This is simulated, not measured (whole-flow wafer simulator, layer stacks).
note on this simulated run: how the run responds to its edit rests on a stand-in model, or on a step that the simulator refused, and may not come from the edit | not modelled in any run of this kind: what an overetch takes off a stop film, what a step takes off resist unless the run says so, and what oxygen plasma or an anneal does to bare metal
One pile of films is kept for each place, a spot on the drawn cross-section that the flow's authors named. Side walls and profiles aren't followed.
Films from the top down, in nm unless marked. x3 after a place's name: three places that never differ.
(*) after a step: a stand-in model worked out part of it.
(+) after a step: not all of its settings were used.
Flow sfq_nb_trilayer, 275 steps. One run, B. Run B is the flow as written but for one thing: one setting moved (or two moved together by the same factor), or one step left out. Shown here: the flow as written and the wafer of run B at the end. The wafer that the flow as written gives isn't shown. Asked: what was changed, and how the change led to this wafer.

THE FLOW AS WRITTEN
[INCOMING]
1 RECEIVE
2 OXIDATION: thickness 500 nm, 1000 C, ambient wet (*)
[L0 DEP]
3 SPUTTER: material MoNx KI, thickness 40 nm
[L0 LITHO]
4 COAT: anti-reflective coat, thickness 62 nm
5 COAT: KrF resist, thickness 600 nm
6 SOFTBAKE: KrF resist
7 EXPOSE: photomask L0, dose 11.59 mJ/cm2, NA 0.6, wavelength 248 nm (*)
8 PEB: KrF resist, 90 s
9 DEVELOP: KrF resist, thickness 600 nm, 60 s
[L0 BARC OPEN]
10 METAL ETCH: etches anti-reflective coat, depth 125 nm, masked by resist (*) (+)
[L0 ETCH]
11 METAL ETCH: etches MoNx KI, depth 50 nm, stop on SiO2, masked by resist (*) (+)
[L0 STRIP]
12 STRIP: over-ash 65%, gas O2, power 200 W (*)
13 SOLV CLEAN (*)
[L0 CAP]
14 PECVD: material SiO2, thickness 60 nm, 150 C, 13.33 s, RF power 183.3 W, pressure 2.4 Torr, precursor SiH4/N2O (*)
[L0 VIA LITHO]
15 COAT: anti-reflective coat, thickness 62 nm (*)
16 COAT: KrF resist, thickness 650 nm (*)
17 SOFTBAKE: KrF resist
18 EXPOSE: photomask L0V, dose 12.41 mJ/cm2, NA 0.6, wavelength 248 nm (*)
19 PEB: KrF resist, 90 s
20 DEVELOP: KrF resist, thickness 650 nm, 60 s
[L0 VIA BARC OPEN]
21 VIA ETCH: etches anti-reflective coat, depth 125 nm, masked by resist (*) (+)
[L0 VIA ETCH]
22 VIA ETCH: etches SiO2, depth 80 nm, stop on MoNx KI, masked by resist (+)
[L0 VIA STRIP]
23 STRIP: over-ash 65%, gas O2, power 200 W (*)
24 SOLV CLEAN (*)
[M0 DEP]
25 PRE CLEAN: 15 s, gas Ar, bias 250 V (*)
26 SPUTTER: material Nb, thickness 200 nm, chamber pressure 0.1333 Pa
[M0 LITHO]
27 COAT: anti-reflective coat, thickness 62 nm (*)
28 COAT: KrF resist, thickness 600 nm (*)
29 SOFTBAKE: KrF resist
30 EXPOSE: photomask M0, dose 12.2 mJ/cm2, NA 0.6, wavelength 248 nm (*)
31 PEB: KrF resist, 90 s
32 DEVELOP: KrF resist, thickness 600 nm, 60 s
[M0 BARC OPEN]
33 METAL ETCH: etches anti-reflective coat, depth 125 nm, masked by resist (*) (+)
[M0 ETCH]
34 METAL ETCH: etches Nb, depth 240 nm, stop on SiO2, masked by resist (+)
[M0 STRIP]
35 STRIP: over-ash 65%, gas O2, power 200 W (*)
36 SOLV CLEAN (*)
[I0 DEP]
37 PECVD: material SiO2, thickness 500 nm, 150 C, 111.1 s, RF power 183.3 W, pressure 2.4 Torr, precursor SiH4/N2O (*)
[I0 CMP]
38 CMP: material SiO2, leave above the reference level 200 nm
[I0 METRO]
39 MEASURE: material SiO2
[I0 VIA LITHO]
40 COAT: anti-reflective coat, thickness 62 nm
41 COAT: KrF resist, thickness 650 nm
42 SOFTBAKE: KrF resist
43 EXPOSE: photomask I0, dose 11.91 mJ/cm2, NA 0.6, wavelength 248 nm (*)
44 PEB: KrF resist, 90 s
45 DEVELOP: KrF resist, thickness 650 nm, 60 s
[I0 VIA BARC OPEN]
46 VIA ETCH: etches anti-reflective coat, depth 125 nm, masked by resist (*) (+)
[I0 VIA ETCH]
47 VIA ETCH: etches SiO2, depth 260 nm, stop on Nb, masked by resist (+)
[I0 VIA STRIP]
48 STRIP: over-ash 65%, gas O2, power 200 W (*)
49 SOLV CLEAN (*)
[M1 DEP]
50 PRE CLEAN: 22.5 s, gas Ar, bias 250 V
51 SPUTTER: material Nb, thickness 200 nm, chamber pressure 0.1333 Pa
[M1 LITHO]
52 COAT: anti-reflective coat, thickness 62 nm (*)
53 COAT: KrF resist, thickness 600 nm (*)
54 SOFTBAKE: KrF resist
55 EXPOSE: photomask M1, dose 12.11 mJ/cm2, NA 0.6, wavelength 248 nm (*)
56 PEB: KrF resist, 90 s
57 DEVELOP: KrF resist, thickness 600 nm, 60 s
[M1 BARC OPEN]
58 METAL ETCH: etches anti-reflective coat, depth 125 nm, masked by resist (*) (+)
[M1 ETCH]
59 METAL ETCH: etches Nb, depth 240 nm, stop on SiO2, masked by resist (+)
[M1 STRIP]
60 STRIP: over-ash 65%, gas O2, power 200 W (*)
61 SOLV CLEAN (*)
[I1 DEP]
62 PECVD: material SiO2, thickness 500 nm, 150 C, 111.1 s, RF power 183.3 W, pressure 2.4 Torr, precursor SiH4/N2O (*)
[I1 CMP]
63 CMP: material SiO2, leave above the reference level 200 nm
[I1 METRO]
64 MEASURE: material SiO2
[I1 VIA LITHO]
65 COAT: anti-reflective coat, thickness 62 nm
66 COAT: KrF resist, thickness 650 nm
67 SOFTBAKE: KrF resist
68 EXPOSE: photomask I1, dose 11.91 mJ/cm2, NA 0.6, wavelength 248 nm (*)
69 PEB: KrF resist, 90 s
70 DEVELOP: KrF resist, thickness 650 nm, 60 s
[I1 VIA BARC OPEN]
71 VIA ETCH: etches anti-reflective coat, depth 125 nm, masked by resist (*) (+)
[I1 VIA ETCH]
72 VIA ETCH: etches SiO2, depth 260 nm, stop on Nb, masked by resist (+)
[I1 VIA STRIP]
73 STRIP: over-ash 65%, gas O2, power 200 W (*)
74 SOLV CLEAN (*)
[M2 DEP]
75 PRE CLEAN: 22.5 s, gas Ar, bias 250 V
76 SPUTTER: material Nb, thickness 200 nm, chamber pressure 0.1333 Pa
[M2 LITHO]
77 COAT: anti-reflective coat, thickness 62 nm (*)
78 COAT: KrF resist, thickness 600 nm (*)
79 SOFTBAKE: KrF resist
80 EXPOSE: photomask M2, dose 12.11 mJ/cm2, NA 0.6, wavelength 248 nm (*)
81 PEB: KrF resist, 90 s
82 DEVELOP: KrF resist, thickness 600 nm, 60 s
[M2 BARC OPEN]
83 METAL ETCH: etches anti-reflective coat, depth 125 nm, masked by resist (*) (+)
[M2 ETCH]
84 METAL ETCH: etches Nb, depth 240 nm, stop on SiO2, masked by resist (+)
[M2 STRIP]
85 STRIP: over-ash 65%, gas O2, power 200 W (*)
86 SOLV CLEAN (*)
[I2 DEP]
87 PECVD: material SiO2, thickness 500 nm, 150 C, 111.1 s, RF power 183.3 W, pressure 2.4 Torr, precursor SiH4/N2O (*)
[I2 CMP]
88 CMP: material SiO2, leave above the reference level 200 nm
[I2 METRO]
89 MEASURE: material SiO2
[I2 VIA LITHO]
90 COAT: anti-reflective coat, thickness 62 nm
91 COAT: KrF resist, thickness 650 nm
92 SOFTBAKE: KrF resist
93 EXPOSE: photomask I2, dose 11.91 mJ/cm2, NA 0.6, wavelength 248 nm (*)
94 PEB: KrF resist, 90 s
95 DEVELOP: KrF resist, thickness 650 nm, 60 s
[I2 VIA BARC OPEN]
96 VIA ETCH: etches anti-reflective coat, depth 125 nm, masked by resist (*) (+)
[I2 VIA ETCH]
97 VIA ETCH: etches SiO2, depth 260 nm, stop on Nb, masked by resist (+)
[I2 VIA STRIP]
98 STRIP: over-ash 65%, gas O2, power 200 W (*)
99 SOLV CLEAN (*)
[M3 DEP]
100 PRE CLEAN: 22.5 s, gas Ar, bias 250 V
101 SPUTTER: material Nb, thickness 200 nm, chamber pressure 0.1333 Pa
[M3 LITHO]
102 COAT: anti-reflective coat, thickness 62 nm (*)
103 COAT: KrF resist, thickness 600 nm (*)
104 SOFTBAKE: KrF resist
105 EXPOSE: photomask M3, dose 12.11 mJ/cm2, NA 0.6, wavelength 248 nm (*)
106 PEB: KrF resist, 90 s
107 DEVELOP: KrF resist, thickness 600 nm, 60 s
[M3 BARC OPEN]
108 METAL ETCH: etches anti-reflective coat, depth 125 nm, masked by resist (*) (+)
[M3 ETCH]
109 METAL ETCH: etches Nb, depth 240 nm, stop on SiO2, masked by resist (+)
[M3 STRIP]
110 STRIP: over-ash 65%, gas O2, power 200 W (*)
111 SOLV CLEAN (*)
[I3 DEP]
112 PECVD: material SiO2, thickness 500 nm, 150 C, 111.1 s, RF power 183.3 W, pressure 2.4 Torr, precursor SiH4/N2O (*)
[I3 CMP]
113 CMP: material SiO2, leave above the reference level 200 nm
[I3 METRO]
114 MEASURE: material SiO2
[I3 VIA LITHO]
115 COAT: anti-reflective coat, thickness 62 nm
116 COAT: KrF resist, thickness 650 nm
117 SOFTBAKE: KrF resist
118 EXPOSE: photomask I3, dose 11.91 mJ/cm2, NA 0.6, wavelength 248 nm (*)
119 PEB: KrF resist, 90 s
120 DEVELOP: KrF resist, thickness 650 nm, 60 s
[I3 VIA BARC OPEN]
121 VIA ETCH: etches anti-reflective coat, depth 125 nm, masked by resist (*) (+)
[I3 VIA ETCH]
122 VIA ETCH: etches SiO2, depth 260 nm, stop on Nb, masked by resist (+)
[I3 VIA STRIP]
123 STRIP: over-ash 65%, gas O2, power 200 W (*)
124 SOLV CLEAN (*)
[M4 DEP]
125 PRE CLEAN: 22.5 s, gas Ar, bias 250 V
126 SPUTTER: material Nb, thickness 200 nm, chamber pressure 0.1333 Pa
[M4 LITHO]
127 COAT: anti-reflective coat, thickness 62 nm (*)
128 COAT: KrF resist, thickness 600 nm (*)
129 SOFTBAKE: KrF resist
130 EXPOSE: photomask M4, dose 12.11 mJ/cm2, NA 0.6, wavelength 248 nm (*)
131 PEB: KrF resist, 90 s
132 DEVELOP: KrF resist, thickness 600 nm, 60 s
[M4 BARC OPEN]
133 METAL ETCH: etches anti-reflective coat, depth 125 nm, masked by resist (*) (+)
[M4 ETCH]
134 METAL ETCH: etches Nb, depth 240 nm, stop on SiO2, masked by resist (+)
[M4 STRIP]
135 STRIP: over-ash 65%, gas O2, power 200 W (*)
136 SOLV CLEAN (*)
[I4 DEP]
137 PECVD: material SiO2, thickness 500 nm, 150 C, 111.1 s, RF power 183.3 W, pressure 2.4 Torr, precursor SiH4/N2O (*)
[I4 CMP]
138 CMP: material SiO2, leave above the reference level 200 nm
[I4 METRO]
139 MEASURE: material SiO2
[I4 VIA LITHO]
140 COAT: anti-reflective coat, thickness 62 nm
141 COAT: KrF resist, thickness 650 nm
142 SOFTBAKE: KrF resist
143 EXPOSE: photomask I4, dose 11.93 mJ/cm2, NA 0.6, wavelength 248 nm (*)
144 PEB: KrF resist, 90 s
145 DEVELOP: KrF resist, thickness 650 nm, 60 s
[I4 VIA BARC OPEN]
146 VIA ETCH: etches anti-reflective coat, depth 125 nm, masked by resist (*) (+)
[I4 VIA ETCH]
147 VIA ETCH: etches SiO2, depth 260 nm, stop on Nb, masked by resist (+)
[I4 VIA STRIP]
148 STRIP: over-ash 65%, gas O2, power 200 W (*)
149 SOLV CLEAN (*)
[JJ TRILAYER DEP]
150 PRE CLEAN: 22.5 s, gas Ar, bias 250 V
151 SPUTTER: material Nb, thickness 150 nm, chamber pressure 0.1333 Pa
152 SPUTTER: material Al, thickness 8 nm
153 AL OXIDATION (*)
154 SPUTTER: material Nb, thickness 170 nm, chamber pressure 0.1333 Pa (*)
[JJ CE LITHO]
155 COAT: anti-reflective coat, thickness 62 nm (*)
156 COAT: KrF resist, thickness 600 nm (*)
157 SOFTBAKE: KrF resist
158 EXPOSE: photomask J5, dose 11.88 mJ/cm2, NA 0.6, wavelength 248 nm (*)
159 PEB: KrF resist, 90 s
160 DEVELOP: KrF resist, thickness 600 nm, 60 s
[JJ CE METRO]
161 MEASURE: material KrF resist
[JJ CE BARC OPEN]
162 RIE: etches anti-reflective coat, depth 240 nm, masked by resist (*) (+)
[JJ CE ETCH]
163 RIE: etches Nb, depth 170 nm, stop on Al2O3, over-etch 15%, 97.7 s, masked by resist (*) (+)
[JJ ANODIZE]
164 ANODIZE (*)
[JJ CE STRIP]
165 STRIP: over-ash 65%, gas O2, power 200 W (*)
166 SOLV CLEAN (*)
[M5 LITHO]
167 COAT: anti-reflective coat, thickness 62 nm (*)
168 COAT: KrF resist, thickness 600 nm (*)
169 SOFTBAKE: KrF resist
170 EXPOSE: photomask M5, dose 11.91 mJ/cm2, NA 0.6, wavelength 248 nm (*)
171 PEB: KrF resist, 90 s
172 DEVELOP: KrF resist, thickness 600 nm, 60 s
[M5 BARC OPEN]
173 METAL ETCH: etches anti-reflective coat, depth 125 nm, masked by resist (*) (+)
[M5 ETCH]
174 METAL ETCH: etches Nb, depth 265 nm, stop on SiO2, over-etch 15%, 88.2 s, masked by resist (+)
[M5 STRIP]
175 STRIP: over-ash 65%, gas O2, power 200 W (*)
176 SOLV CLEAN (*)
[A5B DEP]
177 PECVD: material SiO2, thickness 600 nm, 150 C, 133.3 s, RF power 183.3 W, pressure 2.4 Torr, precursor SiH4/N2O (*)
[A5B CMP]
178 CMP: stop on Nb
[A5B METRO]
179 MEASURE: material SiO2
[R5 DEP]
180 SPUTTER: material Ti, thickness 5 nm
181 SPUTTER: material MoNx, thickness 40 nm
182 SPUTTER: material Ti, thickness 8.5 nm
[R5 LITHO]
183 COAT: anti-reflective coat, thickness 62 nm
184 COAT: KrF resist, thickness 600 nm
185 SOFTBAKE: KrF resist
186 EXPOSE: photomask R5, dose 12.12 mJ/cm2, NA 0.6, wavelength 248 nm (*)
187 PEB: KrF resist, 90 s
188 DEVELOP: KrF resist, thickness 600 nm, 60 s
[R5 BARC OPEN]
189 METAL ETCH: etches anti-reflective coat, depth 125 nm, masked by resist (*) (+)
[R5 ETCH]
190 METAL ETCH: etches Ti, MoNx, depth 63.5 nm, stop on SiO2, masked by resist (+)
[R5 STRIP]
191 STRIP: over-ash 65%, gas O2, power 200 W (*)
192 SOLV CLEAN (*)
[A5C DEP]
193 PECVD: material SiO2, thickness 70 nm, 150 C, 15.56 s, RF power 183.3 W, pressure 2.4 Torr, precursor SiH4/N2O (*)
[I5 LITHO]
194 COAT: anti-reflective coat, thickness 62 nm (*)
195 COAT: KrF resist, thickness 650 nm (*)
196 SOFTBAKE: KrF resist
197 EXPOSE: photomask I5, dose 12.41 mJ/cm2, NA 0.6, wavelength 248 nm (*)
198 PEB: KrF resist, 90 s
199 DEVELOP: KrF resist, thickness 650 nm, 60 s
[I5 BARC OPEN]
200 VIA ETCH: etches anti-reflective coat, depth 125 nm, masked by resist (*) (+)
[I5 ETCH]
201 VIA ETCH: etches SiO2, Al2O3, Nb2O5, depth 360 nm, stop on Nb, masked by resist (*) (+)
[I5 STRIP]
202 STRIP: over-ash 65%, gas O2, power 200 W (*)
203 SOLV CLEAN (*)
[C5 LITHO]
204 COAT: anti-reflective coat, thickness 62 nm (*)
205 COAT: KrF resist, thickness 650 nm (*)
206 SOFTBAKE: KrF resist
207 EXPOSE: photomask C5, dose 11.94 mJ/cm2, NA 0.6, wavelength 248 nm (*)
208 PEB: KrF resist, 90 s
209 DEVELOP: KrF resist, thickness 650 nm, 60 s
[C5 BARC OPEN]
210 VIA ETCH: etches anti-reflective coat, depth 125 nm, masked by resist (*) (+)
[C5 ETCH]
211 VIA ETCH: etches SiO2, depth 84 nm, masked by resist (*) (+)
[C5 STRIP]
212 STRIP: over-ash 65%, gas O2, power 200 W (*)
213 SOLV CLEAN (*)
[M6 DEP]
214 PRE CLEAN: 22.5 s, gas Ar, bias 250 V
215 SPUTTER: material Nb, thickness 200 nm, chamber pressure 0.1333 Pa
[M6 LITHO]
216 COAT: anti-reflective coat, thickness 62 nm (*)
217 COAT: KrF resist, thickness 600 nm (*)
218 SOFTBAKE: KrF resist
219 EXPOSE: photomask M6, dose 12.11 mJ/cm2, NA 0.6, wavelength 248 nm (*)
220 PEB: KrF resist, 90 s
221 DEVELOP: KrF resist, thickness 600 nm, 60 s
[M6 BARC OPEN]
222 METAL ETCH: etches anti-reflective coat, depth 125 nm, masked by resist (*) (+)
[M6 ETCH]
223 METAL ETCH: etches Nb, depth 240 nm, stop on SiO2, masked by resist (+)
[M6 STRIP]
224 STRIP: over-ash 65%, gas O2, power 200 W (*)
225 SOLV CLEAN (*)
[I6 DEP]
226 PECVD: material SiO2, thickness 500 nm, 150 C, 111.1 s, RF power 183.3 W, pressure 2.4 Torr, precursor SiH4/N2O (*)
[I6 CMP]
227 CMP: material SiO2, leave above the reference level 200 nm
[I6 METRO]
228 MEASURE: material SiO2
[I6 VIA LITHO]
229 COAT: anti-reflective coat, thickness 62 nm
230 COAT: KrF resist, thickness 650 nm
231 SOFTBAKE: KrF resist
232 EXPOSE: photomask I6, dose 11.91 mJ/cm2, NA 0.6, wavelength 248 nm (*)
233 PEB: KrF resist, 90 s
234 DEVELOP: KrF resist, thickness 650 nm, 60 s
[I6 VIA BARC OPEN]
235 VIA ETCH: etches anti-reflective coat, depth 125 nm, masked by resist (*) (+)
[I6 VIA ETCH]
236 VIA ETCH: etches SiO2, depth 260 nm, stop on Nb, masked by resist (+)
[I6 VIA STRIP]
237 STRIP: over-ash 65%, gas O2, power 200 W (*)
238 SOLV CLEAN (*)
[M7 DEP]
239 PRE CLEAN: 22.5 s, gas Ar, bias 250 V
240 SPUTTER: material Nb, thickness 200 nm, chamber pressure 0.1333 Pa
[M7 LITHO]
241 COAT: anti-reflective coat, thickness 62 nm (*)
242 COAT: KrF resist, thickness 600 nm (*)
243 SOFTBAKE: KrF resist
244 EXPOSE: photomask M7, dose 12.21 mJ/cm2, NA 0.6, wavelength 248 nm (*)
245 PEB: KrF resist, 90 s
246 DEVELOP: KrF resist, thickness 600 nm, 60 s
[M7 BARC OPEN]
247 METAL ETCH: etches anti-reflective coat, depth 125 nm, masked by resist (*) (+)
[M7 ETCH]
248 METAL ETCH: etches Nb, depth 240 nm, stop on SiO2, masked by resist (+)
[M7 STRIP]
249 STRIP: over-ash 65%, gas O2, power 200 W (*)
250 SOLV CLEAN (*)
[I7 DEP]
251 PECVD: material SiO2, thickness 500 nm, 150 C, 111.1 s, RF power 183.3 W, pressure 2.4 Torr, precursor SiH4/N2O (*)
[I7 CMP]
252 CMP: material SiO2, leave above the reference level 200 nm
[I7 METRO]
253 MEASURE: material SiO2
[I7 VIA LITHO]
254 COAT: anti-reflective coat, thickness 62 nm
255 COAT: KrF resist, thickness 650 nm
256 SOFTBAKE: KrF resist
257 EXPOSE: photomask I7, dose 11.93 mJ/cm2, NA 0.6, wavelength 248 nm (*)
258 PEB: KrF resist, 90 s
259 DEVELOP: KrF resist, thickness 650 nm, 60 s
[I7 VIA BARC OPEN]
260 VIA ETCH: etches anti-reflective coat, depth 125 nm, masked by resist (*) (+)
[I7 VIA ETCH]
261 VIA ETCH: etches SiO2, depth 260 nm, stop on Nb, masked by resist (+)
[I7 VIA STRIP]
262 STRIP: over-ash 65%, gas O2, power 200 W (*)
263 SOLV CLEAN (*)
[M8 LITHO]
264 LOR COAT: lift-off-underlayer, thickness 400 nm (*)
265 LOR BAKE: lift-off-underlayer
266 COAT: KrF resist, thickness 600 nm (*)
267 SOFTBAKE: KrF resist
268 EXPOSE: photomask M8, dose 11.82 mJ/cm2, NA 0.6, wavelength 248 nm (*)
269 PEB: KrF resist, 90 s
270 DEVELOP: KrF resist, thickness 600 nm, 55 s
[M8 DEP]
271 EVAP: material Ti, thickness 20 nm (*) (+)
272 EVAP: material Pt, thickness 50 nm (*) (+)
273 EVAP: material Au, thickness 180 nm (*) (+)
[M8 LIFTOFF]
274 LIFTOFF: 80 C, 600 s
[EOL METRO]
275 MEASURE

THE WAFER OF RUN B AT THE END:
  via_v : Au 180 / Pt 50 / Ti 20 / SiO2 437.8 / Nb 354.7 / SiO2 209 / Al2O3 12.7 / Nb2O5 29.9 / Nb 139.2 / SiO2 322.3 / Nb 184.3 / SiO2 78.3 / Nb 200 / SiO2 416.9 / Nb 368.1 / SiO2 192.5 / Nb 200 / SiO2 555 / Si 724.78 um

The cause: step 122, VIA ETCH: depth 114 nm was run, where the flow has depth 260 nm.

How the change led to this, step by step:
  122 VIA ETCH: etches SiO2, depth 260 nm, stop on Nb, masked by resist (+)
      via_v: SiO2 -114 (as written it would be: SiO2 -199.8 (all of it))
      field_l, v_sur, via_wl and 102 more: KrF resist -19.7 (as written it would be: KrF resist -44.8)
  123 STRIP: over-ash 65%, gas O2, power 200 W (*)
      field_l, v_sur, via_wl and 102 more: KrF resist -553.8 (all of it), anti-reflective coat -62 (all of it) (as written it would be: KrF resist -528.6 (all of it), anti-reflective coat -62 (all of it))
  125 PRE CLEAN: 22.5 s, gas Ar, bias 250 V
      via_v: SiO2 -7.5 (as written it would be: Nb -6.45)
  126 SPUTTER: material Nb, thickness 200 nm, chamber pressure 0.1333 Pa
      via_v: Nb +184.3 (new film) (as written it would be: Nb +165.5)
  127 COAT: anti-reflective coat, thickness 62 nm (*)
      via_sp: anti-reflective coat +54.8 (new film) (as written it would be: anti-reflective coat +53 (new film))
      via_v: anti-reflective coat +105.3 (new film) (as written it would be: anti-reflective coat +124.8 (new film))
      (and at 1 more place)
  128 COAT: KrF resist, thickness 600 nm (*)
      via_v: KrF resist +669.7 (new film) (as written it would be: KrF resist +739.8 (new film))
  135 STRIP: over-ash 65%, gas O2, power 200 W (*)
      via_sp: KrF resist -379.6 (all of it), anti-reflective coat -54.8 (all of it) (as written it would be: KrF resist -373.9 (all of it), anti-reflective coat -53 (all of it))
      via_v: KrF resist -451.9 (all of it), anti-reflective coat -105.3 (all of it) (as written it would be: KrF resist -521.8 (all of it), anti-reflective coat -124.8 (all of it))
      (and at 1 more place)
  137 PECVD: material SiO2, thickness 500 nm, 150 C, 111.1 s, RF power 183.3 W, pressure 2.4 Torr, precursor SiH4/N2O (*)
      via_v: SiO2 +500 (new film) (as written it would be: SiO2 +615 (new film))
  138 CMP: material SiO2, leave above the reference level 200 nm
      via_v: SiO2 -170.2 (as written it would be: SiO2 -181.6)
Counting metal films that touch as one body, via_v has 7 bodies (between them, from the top down: SiO2 437.8; SiO2 209 / Al2O3 12.7 / Nb2O5 29.9; SiO2 322.3; SiO2 78.3; SiO2 416.9; SiO2 192.5); the flow as written gives 6 bodies (between them, from the top down: SiO2 437.8; SiO2 209 / Al2O3 12.7 / Nb2O5 29.9; SiO2 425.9; SiO2 416.9; SiO2 192.5).
